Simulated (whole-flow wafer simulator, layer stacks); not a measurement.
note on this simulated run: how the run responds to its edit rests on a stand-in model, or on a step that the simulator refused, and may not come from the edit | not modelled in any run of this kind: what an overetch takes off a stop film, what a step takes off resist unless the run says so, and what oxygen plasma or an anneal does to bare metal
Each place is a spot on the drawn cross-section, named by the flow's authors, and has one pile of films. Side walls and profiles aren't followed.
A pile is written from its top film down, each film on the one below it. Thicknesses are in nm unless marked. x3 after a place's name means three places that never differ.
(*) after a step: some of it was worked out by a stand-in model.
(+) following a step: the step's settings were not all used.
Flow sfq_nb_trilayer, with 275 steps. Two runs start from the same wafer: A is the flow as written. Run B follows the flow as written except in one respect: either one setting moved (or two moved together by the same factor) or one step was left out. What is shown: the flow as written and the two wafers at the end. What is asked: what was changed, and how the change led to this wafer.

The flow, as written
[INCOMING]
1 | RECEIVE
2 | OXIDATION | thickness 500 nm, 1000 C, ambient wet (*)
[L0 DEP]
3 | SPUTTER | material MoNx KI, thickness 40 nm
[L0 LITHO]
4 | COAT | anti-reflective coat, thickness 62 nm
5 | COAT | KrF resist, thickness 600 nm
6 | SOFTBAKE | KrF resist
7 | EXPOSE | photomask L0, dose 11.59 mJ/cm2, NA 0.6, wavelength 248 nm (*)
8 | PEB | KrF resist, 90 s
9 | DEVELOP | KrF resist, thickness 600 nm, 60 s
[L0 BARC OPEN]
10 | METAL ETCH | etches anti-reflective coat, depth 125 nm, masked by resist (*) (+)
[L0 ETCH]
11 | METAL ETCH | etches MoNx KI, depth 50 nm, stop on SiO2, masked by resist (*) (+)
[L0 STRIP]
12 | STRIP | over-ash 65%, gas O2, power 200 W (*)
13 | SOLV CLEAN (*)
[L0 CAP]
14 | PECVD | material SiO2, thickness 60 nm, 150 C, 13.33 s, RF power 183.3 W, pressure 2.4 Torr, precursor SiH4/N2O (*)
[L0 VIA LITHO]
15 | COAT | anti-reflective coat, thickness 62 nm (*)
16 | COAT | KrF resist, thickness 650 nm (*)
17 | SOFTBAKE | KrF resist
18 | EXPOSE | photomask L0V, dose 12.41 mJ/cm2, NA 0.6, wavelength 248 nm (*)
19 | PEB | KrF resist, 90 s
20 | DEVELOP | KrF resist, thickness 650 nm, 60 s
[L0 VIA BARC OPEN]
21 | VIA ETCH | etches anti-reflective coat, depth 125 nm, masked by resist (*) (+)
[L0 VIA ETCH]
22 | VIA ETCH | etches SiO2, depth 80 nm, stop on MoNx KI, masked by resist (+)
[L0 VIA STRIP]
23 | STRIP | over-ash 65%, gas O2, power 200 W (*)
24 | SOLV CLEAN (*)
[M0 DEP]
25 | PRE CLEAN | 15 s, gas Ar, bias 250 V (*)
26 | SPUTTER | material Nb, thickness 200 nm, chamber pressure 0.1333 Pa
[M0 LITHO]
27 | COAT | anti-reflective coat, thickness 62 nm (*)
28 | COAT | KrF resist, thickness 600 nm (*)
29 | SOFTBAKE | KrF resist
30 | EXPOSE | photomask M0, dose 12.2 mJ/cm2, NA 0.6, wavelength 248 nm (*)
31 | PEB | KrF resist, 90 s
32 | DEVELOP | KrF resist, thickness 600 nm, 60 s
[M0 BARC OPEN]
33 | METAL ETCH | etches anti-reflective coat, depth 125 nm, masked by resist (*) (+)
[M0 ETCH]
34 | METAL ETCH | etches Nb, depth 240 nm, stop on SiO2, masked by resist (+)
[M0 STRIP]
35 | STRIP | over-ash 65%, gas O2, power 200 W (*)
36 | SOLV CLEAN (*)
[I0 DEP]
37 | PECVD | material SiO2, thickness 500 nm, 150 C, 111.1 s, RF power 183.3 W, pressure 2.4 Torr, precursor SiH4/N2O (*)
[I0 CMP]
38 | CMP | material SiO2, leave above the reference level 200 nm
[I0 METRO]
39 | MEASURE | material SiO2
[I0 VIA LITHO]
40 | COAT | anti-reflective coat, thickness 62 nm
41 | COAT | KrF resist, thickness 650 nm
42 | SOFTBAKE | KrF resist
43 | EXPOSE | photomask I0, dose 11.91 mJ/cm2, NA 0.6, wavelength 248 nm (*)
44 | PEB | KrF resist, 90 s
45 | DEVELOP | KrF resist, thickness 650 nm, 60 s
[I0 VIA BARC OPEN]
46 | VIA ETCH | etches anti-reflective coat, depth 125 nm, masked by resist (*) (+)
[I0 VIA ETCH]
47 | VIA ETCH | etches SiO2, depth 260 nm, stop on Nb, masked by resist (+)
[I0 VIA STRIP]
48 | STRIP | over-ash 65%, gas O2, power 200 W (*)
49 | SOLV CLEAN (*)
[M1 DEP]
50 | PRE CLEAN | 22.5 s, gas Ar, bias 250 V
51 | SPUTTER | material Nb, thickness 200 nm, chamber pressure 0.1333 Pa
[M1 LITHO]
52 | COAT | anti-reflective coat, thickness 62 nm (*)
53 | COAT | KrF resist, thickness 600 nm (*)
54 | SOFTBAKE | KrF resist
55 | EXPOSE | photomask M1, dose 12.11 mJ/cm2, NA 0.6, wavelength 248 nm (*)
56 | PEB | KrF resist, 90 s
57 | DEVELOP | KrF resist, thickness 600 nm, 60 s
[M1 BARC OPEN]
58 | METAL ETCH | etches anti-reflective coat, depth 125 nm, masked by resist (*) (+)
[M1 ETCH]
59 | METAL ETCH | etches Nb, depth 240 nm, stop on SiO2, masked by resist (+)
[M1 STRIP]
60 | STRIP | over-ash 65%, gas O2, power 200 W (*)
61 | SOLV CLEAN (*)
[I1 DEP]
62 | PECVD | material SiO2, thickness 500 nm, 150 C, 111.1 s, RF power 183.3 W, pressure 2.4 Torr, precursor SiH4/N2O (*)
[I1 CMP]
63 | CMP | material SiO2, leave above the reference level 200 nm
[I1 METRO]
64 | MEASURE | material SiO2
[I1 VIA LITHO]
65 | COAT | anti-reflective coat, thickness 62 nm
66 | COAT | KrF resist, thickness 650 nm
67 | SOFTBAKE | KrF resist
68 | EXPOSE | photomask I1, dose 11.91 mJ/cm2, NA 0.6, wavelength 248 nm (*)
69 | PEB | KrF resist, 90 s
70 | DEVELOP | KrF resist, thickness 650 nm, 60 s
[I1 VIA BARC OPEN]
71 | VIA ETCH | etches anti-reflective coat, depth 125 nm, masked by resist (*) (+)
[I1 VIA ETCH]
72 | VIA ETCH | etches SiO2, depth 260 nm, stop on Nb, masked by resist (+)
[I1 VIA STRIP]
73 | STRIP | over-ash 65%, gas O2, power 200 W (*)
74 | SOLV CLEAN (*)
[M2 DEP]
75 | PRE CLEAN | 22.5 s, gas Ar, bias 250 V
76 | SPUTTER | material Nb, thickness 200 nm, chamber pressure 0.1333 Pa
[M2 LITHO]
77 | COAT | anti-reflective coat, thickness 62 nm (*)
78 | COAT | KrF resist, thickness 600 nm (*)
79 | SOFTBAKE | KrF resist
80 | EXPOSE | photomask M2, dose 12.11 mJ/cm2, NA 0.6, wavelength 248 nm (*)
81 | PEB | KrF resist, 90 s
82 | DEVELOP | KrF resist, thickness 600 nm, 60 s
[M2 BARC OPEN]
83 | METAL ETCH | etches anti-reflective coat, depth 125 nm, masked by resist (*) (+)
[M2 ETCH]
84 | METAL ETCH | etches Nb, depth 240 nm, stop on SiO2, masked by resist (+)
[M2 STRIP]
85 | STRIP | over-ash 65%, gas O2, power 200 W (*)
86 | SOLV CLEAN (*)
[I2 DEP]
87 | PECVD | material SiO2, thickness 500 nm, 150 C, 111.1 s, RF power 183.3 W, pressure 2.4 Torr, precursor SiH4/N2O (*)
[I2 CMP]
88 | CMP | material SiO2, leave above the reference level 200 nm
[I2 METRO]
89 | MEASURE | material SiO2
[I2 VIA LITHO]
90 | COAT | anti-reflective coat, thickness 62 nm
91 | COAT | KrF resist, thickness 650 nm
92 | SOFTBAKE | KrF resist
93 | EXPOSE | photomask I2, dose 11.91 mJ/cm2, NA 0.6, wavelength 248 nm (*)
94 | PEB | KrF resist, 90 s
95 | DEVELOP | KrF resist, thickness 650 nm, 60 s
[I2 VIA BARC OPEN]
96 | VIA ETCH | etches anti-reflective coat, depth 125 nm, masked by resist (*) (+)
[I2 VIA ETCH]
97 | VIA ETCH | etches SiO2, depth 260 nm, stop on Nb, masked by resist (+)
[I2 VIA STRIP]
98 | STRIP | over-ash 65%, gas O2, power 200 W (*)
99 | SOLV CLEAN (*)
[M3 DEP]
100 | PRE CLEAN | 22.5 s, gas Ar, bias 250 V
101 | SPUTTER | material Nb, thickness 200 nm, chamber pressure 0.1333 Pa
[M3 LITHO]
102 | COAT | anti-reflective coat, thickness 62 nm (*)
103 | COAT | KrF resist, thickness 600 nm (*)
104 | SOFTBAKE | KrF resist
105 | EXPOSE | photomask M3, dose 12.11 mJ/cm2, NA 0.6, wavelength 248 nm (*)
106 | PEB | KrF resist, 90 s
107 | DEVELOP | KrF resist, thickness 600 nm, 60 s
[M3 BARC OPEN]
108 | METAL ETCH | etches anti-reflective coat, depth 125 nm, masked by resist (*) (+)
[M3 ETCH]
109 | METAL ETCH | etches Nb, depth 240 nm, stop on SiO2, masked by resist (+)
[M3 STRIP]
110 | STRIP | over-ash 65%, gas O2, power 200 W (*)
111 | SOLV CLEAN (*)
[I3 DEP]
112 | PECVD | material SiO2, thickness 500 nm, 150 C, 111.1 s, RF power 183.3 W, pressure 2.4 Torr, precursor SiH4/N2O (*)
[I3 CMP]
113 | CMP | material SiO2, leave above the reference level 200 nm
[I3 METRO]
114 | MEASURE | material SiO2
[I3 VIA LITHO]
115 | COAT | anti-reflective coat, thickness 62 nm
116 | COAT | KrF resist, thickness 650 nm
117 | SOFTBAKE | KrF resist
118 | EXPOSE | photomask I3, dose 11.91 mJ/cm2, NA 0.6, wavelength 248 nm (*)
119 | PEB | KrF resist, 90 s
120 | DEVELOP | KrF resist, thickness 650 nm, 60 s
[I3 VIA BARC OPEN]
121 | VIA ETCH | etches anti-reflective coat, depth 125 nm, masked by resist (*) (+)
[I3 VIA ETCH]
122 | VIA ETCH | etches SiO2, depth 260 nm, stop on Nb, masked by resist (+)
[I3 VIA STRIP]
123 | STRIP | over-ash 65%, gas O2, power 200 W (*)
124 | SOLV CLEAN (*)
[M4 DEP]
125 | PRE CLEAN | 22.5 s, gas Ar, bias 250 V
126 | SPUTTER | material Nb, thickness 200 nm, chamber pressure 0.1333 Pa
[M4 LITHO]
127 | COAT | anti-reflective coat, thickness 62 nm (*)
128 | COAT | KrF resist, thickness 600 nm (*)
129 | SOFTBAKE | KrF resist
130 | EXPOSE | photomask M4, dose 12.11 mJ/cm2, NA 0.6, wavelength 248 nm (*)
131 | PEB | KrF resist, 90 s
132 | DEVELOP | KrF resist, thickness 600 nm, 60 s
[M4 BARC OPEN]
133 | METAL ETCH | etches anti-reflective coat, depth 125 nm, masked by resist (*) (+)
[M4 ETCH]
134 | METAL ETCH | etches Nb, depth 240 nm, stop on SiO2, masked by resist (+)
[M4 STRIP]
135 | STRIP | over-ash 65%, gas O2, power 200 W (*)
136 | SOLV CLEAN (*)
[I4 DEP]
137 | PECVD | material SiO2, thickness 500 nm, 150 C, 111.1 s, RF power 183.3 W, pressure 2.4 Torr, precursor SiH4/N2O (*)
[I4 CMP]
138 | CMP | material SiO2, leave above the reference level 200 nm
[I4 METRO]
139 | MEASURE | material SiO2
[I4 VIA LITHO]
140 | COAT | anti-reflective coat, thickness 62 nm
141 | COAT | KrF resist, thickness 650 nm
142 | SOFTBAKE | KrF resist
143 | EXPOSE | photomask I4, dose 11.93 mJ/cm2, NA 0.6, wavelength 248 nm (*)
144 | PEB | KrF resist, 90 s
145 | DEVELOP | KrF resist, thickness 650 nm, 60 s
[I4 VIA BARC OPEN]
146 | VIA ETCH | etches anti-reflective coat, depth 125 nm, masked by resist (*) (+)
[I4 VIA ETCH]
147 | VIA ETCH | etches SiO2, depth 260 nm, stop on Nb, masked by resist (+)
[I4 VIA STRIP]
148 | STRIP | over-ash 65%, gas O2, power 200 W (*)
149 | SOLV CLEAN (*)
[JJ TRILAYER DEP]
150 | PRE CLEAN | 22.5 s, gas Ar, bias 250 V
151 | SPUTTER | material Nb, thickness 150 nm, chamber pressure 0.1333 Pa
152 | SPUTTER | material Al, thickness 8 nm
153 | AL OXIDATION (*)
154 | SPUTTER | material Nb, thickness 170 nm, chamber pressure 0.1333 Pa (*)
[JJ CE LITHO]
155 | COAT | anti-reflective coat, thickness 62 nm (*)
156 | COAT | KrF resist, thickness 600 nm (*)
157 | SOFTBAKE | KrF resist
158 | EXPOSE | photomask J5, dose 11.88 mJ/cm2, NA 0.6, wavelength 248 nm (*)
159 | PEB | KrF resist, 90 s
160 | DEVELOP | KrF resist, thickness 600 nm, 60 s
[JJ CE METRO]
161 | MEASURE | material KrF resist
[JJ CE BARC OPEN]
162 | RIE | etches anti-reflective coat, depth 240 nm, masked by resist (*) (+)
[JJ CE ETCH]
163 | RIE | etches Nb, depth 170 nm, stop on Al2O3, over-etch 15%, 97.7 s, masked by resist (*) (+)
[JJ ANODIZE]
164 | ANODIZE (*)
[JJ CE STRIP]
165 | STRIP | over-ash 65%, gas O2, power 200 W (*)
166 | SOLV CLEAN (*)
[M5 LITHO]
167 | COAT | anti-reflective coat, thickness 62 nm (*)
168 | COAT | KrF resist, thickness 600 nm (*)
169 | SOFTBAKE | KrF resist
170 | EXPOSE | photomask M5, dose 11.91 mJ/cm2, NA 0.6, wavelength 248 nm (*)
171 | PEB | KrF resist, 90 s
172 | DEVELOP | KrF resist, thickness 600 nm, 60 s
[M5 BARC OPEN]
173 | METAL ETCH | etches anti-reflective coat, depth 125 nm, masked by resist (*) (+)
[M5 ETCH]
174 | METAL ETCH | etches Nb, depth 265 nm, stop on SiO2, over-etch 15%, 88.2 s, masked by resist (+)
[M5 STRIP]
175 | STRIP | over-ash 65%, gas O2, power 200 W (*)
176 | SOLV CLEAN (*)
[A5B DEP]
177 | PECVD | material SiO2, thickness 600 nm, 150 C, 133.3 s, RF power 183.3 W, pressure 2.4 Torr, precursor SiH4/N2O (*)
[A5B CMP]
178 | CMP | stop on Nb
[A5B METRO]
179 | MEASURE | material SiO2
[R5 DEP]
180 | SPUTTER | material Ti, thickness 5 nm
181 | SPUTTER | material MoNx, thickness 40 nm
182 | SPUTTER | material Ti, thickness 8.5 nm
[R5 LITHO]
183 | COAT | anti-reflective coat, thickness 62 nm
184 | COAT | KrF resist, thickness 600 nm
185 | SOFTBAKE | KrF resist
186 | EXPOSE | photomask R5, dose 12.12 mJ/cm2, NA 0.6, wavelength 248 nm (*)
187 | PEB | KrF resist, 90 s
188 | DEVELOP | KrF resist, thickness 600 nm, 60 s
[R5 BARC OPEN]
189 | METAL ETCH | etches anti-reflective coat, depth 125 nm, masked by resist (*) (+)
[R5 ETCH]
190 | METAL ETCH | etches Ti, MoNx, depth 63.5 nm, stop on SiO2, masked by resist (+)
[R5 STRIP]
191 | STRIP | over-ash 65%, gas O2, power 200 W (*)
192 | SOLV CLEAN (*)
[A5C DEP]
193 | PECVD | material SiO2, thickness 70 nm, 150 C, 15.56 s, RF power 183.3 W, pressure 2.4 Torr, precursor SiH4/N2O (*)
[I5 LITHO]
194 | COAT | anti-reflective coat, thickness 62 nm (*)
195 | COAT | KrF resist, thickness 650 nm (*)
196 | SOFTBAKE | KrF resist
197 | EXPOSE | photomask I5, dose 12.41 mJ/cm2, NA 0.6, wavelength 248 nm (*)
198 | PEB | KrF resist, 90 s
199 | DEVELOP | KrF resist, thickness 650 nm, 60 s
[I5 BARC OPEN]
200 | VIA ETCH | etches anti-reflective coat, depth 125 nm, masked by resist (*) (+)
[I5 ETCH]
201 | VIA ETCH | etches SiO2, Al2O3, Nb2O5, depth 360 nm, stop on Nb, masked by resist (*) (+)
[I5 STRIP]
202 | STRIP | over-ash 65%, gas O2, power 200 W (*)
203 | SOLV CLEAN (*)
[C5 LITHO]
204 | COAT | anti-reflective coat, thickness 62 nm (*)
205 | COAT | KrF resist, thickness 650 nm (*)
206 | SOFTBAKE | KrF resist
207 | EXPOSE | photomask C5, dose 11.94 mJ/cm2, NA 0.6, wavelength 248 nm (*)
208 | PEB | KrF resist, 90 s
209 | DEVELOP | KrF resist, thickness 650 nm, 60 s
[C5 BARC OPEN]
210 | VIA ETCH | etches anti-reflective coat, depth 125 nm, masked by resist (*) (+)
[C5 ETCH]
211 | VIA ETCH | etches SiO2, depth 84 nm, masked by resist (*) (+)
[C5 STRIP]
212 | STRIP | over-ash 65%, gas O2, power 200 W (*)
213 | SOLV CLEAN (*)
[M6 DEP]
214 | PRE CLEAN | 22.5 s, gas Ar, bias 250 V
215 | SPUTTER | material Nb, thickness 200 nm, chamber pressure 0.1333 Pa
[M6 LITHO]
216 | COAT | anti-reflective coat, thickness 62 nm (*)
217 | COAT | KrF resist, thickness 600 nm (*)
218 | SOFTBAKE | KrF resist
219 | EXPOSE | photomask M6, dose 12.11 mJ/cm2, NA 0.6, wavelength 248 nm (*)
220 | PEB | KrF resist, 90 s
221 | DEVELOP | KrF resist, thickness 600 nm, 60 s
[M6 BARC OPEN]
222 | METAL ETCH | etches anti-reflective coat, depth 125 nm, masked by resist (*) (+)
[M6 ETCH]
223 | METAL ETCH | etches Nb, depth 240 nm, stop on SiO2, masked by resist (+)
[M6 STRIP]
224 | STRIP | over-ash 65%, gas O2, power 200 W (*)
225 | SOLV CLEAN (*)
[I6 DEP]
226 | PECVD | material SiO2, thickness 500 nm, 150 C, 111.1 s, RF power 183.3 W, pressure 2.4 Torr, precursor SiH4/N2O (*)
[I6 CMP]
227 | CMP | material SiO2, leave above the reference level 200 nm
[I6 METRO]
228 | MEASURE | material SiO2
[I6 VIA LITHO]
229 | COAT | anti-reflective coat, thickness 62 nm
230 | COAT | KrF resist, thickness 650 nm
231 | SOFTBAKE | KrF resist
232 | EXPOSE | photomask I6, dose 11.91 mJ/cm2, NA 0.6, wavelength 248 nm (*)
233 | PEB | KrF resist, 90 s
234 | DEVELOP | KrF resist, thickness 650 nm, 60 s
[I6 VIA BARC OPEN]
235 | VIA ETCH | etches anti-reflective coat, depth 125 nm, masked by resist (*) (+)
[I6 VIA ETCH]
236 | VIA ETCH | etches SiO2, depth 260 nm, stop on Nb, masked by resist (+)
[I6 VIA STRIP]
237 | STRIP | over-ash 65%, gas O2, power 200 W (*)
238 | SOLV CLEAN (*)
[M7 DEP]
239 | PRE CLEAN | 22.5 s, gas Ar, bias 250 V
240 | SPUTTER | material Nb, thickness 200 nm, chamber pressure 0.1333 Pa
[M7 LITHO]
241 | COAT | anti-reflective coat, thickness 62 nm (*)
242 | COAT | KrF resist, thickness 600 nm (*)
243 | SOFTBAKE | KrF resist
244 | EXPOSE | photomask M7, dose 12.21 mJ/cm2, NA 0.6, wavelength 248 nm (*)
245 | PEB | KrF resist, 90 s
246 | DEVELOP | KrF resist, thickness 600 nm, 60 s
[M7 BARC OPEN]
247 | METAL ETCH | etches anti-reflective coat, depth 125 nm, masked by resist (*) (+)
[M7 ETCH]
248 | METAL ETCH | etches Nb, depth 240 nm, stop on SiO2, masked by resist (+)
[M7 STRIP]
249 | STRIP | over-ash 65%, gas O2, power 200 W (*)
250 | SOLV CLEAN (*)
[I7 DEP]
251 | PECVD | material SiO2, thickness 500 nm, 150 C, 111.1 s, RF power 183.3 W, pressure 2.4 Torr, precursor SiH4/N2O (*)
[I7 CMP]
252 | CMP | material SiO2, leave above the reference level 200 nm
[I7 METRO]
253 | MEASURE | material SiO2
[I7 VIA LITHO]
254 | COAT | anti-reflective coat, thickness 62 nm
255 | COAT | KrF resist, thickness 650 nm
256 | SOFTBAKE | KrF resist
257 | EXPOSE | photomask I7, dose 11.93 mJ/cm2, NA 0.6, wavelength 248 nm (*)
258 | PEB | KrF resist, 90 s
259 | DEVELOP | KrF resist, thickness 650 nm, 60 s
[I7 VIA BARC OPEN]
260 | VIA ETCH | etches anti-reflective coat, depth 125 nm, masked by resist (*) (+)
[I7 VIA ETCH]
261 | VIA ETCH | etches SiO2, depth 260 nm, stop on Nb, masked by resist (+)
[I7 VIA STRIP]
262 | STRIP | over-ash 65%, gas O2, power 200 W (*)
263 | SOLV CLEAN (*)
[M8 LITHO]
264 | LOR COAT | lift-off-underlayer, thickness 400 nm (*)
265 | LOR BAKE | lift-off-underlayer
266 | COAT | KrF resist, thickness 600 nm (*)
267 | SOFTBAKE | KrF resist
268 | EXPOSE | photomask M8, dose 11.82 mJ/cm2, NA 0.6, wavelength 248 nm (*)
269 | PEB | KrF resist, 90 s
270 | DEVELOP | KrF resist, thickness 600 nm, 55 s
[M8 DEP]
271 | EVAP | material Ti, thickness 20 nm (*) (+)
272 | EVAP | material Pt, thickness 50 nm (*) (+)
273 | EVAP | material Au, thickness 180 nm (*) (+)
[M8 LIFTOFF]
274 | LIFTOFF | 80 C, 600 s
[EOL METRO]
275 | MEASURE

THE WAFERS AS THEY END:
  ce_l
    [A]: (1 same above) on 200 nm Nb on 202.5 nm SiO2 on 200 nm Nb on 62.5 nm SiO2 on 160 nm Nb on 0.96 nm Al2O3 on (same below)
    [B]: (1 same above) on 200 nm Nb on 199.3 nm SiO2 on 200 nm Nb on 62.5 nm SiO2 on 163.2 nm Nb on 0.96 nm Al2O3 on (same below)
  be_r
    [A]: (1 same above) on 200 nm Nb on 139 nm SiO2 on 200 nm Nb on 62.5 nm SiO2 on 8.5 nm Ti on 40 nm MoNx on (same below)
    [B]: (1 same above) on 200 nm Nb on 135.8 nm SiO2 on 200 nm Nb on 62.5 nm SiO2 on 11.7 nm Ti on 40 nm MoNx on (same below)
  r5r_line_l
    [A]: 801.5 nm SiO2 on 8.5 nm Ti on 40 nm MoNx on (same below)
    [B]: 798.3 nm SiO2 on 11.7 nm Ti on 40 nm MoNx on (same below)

The reason: step 182, SPUTTER: thickness 11.7 nm was run, though the flow has thickness 8.5 nm.
The wafer itself shows it: be_r has Ti 11.7, and step 182 as written asks for 8.5 nm.

The path from the change to this, step by step:
  182 | SPUTTER | material Ti, thickness 8.5 nm
      field_l, v_sur, via_wl and 103 more: A Ti gains 8.5 (new film) | B Ti gains 11.7 (new film)
  190 | METAL ETCH | etches Ti, MoNx, depth 63.5 nm, stop on SiO2, masked by resist (+)
      field_l, v_sur, via_wl and 92 more: A Ti loses 8.5 (all of it), MoNx loses 40 (all of it), Ti loses 5 (all of it) | B Ti loses 11.7 (all of it), MoNx loses 40 (all of it), Ti loses 5 (all of it)
      ce_l, c5j, ce_r, wl_jj: A Ti loses 8.5 (all of it), MoNx loses 40 (all of it), Ti loses 5 (all of it), Nb loses 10 | B Ti loses 11.7 (all of it), MoNx loses 40 (all of it), Ti loses 5 (all of it), Nb loses 6.8
  194 | COAT | anti-reflective coat, thickness 62 nm (*)
      ce_l: A anti-reflective coat gains 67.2 (new film) | B anti-reflective coat gains 65.7 (new film)
      ce_r: A anti-reflective coat gains 68.1 (new film) | B anti-reflective coat gains 66.6 (new film)
  202 | STRIP | over-ash 65%, gas O2, power 200 W (*)
      ce_l: A KrF resist loses 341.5 (all of it), anti-reflective coat loses 67.2 (all of it) | B KrF resist loses 340.6 (all of it), anti-reflective coat loses 65.7 (all of it)
      ce_r: A KrF resist loses 346.1 (all of it), anti-reflective coat loses 68.1 (all of it) | B KrF resist loses 345.6 (all of it), anti-reflective coat loses 66.6 (all of it)
  204 | COAT | anti-reflective coat, thickness 62 nm (*)
      ce_l: A anti-reflective coat gains 66 (new film) | B anti-reflective coat gains 64.6 (new film)
      ce_r: A anti-reflective coat gains 67.2 (new film) | B anti-reflective coat gains 65.7 (new film)
  212 | STRIP | over-ash 65%, gas O2, power 200 W (*)
      ce_l: A KrF resist loses 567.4 (all of it), anti-reflective coat loses 66 (all of it) | B KrF resist loses 566.8 (all of it), anti-reflective coat loses 64.6 (all of it)
      ce_r: A KrF resist loses 573.7 (all of it), anti-reflective coat loses 67.2 (all of it) | B KrF resist loses 573.5 (all of it), anti-reflective coat loses 65.7 (all of it)
  216 | COAT | anti-reflective coat, thickness 62 nm (*)
      ce_l: A anti-reflective coat gains 48 (new film) | B anti-reflective coat gains 47 (new film)
      ce_r: A anti-reflective coat gains 48.8 (new film) | B anti-reflective coat gains 47.8 (new film)
      (as well as at 1 more place)
  224 | STRIP | over-ash 65%, gas O2, power 200 W (*)
      ce_l: A KrF resist loses 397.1 (all of it), anti-reflective coat loses 48 (all of it) | B KrF resist loses 395.9 (all of it), anti-reflective coat loses 47 (all of it)
      ce_r: A KrF resist loses 403.5 (all of it), anti-reflective coat loses 48.8 (all of it) | B KrF resist loses 402.7 (all of it), anti-reflective coat loses 47.8 (all of it)
      (as well as at 1 more place)
  227 | CMP | material SiO2, leave above the reference level 200 nm
      r5r_line_l, r5r_spacepad_l, r5r_spacepad_r, r5r_line_c, r5r_line_r: A SiO2 loses 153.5 | B SiO2 loses 156.7
